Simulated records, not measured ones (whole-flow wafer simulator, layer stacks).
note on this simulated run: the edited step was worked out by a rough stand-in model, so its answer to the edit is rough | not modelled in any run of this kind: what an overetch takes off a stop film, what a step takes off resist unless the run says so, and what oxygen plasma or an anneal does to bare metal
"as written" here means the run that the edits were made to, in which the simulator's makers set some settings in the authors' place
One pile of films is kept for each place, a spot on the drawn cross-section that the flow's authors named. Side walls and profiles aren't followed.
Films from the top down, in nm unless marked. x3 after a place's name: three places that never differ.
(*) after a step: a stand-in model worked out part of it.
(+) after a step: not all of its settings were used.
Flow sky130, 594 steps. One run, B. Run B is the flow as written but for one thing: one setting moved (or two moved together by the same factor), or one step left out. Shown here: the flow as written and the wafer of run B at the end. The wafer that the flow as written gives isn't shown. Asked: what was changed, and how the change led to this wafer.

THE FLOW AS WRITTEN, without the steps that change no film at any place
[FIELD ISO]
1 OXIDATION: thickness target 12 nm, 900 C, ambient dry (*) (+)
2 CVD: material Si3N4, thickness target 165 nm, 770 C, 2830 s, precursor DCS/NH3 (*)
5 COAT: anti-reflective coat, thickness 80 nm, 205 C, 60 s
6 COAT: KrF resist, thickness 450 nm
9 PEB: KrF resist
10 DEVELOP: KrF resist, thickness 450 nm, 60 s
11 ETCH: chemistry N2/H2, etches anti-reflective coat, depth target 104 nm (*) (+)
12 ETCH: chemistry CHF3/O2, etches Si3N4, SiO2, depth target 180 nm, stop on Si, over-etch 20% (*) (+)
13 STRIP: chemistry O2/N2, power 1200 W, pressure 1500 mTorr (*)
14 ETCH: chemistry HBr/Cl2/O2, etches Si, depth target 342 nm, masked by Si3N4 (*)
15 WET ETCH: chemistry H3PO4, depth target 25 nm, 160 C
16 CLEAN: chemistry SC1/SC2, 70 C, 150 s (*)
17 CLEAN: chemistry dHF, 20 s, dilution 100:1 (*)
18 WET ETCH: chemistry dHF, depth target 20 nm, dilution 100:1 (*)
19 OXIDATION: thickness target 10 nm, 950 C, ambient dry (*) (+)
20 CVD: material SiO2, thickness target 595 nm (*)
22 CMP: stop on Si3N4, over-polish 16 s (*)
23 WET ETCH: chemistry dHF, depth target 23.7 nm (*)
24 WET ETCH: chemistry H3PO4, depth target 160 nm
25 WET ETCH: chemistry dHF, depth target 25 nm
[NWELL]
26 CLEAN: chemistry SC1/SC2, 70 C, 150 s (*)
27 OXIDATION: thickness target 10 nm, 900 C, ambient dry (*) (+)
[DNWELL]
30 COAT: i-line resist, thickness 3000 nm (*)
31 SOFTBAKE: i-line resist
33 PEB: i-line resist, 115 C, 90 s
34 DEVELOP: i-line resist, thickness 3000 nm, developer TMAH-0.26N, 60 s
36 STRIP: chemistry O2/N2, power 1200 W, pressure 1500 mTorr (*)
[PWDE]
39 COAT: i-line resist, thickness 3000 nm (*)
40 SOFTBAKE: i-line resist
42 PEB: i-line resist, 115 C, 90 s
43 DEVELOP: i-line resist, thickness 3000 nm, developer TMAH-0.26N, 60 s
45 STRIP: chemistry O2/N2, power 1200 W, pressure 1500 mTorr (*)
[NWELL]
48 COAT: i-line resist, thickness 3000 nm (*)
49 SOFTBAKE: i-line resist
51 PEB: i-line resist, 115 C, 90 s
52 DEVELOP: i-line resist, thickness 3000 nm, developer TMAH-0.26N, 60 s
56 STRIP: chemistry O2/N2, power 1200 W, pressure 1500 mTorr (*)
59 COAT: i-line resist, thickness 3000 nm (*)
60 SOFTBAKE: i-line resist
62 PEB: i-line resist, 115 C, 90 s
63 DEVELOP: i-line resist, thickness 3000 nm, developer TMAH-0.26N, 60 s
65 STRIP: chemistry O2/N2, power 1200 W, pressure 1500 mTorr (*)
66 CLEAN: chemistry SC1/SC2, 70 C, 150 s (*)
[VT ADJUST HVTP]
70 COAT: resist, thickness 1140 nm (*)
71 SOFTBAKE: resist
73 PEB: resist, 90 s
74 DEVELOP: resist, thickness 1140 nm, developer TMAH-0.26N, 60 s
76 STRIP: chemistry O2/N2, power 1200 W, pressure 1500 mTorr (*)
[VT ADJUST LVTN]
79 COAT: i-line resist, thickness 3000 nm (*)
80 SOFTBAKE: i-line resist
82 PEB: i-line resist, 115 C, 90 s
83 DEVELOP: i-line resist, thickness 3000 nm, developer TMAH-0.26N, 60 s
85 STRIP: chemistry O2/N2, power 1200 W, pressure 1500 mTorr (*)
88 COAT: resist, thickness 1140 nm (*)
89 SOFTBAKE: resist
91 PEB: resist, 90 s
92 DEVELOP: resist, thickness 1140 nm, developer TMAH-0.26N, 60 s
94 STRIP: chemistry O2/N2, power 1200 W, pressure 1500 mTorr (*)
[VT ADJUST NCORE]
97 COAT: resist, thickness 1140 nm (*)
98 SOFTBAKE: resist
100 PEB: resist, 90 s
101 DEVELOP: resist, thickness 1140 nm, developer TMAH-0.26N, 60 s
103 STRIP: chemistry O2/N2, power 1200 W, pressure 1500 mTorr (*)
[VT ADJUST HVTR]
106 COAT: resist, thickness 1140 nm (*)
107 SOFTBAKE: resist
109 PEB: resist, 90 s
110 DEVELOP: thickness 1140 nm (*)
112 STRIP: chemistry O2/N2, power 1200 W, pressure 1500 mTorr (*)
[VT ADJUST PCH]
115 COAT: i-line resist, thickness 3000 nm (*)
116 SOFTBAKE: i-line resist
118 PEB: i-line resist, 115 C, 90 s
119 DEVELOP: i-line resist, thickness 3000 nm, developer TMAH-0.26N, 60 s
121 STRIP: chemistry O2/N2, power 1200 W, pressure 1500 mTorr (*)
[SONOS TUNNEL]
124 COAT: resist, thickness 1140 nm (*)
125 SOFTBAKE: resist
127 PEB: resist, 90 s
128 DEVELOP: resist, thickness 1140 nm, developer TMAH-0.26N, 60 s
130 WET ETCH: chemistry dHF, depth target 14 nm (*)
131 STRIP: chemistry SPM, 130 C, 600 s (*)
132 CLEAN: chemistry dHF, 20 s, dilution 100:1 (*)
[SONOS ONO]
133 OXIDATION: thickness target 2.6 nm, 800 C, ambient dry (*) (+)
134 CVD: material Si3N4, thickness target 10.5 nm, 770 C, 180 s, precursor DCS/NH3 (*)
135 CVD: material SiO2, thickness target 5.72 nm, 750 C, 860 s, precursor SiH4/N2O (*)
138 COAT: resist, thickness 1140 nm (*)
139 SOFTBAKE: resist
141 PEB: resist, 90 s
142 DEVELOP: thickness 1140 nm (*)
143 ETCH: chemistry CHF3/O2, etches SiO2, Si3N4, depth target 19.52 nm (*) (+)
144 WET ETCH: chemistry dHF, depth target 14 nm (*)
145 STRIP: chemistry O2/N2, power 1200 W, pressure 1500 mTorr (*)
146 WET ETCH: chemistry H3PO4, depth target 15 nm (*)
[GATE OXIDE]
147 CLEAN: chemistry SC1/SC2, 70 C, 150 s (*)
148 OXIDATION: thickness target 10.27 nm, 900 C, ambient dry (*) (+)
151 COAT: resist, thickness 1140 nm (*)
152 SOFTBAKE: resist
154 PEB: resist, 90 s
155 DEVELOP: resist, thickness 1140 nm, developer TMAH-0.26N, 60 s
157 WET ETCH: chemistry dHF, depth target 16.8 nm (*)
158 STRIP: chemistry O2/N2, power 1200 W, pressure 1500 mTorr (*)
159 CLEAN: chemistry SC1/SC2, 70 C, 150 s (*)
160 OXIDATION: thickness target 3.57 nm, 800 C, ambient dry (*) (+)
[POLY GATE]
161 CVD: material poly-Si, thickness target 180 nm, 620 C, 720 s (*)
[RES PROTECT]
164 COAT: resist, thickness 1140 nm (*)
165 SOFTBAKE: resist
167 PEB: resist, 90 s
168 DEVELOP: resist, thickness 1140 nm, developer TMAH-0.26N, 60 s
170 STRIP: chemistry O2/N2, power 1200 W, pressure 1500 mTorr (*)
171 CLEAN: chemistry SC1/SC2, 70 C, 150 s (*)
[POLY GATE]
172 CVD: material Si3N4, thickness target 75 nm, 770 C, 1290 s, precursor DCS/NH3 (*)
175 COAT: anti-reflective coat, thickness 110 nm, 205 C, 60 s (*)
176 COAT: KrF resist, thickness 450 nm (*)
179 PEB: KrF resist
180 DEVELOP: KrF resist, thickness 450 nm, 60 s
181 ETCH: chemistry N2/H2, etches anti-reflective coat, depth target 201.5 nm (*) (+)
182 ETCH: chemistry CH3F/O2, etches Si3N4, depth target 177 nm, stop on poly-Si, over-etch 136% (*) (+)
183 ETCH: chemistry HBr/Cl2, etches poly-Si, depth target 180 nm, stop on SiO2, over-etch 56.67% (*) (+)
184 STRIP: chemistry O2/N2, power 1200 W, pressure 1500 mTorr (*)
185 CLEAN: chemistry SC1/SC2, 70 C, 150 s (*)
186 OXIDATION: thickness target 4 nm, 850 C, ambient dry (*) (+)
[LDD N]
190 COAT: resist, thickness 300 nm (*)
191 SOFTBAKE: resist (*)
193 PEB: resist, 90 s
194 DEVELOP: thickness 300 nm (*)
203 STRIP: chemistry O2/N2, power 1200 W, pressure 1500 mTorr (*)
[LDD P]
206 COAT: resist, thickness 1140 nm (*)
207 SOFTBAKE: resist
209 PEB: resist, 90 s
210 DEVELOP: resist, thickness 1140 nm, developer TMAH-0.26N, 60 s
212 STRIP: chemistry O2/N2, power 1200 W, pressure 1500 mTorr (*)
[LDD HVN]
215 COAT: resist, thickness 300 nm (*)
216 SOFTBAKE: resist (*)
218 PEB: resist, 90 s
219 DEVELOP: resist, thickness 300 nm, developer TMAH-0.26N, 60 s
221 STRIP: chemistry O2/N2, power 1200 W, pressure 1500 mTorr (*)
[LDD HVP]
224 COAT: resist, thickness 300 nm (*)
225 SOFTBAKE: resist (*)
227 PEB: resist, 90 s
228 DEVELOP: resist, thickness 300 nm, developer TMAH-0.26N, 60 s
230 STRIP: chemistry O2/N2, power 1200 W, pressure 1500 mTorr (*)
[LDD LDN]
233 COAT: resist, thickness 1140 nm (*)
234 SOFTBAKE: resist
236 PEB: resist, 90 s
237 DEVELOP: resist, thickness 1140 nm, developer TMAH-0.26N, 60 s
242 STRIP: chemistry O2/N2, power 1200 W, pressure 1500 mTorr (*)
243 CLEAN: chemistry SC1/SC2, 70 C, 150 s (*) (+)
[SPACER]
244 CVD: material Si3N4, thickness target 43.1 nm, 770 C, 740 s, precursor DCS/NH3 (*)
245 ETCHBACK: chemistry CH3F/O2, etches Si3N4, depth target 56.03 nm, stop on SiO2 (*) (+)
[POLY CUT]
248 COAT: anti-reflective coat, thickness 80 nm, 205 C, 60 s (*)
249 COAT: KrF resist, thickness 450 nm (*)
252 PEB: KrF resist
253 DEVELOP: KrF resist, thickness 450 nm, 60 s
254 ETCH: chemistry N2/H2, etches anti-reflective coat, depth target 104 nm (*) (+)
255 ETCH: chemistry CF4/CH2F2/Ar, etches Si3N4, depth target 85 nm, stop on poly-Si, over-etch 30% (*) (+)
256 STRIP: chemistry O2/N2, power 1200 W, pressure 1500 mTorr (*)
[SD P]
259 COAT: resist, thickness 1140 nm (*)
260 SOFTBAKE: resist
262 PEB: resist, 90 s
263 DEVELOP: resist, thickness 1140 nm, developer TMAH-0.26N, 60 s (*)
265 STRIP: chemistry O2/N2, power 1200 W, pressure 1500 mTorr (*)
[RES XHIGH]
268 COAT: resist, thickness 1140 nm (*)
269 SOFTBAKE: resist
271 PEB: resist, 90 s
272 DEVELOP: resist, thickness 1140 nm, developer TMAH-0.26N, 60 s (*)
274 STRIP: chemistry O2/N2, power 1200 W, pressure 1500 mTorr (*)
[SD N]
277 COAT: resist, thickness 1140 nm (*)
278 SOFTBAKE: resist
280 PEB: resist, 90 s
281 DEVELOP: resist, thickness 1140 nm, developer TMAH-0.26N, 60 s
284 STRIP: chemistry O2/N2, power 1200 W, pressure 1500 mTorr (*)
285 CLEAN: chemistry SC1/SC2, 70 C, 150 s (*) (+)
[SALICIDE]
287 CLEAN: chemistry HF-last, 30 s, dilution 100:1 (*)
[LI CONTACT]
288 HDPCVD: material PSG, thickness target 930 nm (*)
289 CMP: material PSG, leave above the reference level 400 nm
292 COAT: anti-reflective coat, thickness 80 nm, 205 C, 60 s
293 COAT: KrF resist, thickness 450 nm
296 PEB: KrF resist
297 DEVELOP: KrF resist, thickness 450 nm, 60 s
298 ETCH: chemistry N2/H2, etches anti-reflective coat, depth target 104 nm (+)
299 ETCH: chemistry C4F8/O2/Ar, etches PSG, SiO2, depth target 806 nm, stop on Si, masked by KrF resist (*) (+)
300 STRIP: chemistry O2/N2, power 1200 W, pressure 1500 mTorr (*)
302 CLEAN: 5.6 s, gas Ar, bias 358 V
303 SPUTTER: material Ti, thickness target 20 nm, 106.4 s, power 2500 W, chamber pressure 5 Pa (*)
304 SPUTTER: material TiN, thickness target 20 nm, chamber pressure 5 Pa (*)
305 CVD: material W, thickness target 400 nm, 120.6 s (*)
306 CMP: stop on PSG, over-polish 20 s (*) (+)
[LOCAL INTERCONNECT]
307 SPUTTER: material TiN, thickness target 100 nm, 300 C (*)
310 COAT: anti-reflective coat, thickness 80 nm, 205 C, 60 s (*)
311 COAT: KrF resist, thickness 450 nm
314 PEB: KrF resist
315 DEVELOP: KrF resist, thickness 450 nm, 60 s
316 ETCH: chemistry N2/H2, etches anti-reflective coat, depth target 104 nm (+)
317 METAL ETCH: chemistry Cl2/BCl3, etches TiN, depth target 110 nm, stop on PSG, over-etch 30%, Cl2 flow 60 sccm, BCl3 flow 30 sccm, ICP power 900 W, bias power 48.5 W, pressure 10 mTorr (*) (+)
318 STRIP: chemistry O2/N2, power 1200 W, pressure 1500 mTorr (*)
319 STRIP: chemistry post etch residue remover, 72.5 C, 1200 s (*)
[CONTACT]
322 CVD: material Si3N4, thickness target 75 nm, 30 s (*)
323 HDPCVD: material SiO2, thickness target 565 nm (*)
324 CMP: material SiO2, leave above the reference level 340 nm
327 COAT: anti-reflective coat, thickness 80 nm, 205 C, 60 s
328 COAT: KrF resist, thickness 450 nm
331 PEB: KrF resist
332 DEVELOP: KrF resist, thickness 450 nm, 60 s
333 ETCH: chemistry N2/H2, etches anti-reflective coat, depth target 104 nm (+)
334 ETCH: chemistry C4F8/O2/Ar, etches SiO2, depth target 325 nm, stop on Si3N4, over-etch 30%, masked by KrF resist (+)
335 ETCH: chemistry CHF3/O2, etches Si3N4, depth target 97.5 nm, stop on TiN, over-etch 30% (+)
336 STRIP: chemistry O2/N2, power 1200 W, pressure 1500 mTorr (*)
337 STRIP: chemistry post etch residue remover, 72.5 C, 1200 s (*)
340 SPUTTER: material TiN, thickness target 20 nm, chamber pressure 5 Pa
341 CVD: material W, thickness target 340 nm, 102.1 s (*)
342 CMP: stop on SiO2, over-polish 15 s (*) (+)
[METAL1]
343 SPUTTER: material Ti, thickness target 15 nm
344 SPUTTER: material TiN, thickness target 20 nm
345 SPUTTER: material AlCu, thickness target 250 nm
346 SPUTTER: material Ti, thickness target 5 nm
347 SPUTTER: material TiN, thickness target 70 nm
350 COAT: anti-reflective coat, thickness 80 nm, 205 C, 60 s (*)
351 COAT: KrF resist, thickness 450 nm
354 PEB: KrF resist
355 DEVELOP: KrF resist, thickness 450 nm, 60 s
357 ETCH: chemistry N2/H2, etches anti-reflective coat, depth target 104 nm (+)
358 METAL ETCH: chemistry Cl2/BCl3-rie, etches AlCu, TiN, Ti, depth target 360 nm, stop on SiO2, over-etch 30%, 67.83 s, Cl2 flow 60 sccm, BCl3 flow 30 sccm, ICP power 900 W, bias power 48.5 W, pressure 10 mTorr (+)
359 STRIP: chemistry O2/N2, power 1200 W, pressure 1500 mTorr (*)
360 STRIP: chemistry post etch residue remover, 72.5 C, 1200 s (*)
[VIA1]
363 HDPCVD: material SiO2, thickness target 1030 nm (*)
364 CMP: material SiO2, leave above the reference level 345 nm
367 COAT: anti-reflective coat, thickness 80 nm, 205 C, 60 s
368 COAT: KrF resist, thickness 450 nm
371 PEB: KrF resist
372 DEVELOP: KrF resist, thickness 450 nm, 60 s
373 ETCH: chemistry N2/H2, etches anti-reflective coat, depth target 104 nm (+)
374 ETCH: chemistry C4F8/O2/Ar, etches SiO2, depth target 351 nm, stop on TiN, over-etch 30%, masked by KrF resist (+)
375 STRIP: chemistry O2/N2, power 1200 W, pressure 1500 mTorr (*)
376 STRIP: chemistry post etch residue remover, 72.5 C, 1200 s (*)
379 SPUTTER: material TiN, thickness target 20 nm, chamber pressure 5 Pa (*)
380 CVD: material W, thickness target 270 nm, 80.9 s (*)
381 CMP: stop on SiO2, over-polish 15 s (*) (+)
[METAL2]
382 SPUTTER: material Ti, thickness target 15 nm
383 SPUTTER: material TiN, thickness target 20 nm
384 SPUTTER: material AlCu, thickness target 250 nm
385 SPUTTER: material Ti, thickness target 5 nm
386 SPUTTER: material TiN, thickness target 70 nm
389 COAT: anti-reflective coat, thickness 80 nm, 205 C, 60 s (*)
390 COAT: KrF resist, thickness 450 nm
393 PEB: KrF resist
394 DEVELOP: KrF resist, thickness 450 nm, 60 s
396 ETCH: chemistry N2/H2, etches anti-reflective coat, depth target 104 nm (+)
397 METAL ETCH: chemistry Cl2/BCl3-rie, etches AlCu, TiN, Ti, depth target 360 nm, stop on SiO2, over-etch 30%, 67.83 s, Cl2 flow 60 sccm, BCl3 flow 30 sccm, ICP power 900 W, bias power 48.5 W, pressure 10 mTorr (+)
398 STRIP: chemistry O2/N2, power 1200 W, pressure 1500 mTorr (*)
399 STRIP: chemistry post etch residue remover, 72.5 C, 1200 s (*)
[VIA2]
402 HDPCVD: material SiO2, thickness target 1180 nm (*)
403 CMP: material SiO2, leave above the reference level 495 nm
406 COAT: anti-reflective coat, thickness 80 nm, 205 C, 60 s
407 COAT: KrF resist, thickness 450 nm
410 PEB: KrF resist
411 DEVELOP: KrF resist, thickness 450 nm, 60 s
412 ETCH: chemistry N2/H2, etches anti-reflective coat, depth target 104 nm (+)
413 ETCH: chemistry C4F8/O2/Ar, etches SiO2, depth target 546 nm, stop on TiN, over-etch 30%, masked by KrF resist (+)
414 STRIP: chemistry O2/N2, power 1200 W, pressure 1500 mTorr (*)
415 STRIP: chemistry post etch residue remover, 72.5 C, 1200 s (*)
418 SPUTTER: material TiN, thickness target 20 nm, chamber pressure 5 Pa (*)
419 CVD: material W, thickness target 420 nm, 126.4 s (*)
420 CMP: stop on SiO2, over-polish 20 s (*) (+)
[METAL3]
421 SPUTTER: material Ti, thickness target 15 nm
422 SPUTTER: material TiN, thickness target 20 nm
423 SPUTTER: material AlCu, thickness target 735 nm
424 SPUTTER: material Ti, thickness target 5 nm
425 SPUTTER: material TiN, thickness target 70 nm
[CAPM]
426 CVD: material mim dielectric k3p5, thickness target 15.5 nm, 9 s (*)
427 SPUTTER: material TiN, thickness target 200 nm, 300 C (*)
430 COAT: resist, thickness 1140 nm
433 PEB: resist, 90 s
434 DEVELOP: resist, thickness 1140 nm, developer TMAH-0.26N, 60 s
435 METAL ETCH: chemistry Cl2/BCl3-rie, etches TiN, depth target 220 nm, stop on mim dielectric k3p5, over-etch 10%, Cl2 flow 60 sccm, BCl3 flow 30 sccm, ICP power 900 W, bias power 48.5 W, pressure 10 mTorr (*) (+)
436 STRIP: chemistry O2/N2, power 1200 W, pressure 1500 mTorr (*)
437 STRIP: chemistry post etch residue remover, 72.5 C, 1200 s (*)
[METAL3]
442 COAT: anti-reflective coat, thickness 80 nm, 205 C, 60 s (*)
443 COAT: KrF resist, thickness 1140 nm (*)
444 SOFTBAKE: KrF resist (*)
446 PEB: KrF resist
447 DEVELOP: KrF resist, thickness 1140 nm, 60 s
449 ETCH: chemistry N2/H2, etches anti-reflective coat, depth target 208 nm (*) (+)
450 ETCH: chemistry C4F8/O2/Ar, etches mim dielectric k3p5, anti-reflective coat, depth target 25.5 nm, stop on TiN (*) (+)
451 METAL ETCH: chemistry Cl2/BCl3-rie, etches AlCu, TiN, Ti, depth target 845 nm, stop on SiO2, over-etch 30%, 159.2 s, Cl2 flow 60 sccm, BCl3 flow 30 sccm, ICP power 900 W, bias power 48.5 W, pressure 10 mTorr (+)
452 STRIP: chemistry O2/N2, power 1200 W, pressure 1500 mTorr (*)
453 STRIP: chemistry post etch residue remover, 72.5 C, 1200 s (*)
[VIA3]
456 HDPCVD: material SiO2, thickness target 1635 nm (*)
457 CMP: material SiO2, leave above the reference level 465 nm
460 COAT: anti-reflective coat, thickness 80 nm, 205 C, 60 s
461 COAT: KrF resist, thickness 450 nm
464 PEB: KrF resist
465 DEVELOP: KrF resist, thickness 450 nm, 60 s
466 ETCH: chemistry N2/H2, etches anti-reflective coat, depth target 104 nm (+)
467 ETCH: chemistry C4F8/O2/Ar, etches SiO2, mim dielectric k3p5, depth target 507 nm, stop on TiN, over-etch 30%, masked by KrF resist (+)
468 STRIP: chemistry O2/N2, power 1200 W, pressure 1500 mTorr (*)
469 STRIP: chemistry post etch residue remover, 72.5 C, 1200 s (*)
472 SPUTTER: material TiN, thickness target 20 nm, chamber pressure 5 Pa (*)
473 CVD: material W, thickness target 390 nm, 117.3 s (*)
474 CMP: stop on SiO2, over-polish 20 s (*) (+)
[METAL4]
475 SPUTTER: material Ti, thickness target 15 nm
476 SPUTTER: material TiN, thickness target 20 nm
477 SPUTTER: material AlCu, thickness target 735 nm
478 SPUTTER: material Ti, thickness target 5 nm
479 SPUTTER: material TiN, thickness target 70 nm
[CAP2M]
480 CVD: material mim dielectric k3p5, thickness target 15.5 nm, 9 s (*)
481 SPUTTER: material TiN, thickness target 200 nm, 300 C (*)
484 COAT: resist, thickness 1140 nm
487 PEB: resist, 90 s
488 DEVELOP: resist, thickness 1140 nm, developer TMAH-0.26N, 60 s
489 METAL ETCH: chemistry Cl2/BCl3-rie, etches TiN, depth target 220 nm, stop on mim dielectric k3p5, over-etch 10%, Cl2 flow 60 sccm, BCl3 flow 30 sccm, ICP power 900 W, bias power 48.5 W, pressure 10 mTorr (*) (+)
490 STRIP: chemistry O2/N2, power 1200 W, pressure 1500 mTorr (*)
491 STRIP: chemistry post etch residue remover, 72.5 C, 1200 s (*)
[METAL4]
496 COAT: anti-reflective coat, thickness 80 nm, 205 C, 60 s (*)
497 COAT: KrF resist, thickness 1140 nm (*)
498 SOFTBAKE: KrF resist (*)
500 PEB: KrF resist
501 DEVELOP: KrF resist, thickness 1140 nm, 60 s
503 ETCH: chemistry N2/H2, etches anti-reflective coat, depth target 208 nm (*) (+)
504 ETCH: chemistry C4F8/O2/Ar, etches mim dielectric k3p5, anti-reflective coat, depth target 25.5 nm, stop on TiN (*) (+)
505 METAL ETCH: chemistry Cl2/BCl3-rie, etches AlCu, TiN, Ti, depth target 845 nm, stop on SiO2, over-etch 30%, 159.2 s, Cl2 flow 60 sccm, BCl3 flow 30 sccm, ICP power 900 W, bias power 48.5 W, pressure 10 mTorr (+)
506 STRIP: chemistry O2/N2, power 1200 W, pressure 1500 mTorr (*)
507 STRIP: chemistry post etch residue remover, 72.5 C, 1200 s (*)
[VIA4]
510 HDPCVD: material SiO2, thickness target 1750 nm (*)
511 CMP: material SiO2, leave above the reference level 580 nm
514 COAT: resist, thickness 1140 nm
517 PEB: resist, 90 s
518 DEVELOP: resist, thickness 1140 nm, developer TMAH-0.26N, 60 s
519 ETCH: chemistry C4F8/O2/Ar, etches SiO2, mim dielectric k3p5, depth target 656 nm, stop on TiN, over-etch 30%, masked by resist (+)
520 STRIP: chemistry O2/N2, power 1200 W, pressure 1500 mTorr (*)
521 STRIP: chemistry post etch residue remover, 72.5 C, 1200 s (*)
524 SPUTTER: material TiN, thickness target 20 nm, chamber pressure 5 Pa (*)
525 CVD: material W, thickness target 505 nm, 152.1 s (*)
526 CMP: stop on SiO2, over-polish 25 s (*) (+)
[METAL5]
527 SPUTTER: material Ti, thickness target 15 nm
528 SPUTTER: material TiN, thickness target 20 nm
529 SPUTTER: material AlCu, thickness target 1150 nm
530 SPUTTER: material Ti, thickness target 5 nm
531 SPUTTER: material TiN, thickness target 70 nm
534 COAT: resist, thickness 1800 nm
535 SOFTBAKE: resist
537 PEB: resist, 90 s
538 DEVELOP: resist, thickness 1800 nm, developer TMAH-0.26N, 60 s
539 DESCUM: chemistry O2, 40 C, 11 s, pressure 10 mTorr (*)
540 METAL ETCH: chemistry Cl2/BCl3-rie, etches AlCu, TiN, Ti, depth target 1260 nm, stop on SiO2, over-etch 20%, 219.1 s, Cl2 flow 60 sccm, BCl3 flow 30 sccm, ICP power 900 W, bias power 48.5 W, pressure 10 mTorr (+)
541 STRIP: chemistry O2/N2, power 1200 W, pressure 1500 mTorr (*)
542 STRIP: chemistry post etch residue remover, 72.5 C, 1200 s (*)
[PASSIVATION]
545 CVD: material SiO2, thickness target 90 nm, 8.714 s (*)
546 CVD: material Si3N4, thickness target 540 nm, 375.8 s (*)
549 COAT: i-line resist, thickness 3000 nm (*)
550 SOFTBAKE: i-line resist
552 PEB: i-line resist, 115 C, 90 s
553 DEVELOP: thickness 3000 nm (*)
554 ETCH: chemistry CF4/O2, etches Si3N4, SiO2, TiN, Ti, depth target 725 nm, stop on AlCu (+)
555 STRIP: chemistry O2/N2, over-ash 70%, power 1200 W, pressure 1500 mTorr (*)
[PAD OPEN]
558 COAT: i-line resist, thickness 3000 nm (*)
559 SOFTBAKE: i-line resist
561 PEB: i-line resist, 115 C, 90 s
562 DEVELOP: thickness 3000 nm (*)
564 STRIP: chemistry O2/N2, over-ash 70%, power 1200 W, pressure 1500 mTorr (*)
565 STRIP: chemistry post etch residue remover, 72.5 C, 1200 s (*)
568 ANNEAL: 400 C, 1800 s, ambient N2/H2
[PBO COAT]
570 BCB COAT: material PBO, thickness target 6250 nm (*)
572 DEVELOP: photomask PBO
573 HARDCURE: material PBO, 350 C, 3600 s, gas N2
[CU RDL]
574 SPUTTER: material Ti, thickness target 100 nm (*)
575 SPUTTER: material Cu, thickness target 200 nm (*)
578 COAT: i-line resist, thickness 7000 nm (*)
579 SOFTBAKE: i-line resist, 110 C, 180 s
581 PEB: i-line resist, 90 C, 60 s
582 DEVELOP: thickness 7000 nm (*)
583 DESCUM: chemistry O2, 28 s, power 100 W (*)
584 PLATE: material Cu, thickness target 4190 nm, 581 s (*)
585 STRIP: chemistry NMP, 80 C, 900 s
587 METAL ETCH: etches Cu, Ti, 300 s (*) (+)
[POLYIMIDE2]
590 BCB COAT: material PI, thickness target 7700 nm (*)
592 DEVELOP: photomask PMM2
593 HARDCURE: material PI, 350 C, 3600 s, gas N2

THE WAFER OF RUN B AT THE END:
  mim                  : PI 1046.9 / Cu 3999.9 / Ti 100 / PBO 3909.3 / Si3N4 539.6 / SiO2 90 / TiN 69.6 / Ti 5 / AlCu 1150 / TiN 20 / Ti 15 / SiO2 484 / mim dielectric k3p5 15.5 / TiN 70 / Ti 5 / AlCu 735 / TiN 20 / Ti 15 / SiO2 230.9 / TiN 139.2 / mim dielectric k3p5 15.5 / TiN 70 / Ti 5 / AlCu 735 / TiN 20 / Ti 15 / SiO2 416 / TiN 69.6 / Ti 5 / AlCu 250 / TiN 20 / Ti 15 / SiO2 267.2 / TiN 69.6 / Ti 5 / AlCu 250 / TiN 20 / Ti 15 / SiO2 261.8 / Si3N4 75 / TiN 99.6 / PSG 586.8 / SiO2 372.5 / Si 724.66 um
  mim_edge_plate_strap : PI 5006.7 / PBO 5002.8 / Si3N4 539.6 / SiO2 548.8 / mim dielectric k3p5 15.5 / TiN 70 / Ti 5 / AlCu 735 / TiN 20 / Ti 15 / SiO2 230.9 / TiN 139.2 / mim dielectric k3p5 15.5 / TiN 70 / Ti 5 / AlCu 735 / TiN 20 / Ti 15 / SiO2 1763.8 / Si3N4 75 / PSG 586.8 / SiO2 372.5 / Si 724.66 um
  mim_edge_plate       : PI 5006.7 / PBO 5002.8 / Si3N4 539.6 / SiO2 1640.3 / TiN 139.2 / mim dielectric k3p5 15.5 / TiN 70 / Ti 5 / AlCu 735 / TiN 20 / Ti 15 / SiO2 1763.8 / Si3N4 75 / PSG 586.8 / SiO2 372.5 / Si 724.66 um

The cause: step 427, SPUTTER: thickness target 140 nm was run, where the flow has thickness target 200 nm.

How the change led to this, step by step:
  427 SPUTTER: material TiN, thickness target 200 nm, 300 C (*)
      field, active, n_well and 188 more: TiN +140 (new film) (as written it would be: TiN +200 (new film))
  435 METAL ETCH: chemistry Cl2/BCl3-rie, etches TiN, depth target 220 nm, stop on mim dielectric k3p5, over-etch 10%, Cl2 flow 60 sccm, BCl3 flow 30 sccm, ICP power 900 W, bias power 48.5 W, pressure 10 mTorr (*) (+)
      field, active, n_well and 185 more: TiN -140 (all of it) (as written it would be: TiN -200 (all of it))
      mim, mim_edge_plate_strap, mim_edge_plate: resist -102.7 (as written it would be: resist -146.7)
  436 STRIP: chemistry O2/N2, power 1200 W, pressure 1500 mTorr (*)
      mim, mim_edge_plate_strap, mim_edge_plate: resist -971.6 (all of it) (as written it would be: resist -927.6 (all of it))
  442 COAT: anti-reflective coat, thickness 80 nm, 205 C, 60 s (*)
      poly_licon, rpo_hd_licon: anti-reflective coat +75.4 (new film) (as written it would be: anti-reflective coat +58.9 (new film))
      mim: anti-reflective coat +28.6 (new film) (as written it would be: anti-reflective coat +38 (new film))
      (and at 6 more places)
  443 COAT: KrF resist, thickness 1140 nm (*)
      mim_edge_plate_strap, mim_edge_plate: KrF resist +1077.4 (new film) (as written it would be: KrF resist +1017.4 (new film))
      mim: KrF resist +1078.5 (new film) (as written it would be: KrF resist +1027.5 (new film))
      (and at 1 more place)
  449 ETCH: chemistry N2/H2, etches anti-reflective coat, depth target 208 nm (*) (+)
      poly_licon, rpo_hd_licon: anti-reflective coat -75.4 (all of it) (as written it would be: anti-reflective coat -58.9 (all of it))
      rpo_hd: anti-reflective coat -72.4 (all of it) (as written it would be: anti-reflective coat -61.7 (all of it))
      (and at 2 more places)
  452 STRIP: chemistry O2/N2, power 1200 W, pressure 1500 mTorr (*)
      mim_edge_plate_strap, mim_edge_plate: KrF resist -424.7 (all of it), anti-reflective coat -3 (all of it) (as written it would be: KrF resist -365.2 (all of it), anti-reflective coat -3 (all of it))
      mim: KrF resist -425.9 (all of it), anti-reflective coat -28.6 (all of it) (as written it would be: KrF resist -375.2 (all of it), anti-reflective coat -38 (all of it))
      (and at 3 more places)
  457 CMP: material SiO2, leave above the reference level 465 nm
      mim, mim_edge_plate_strap, mim_edge_plate: SiO2 -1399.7 (as written it would be: SiO2 -1459.7)
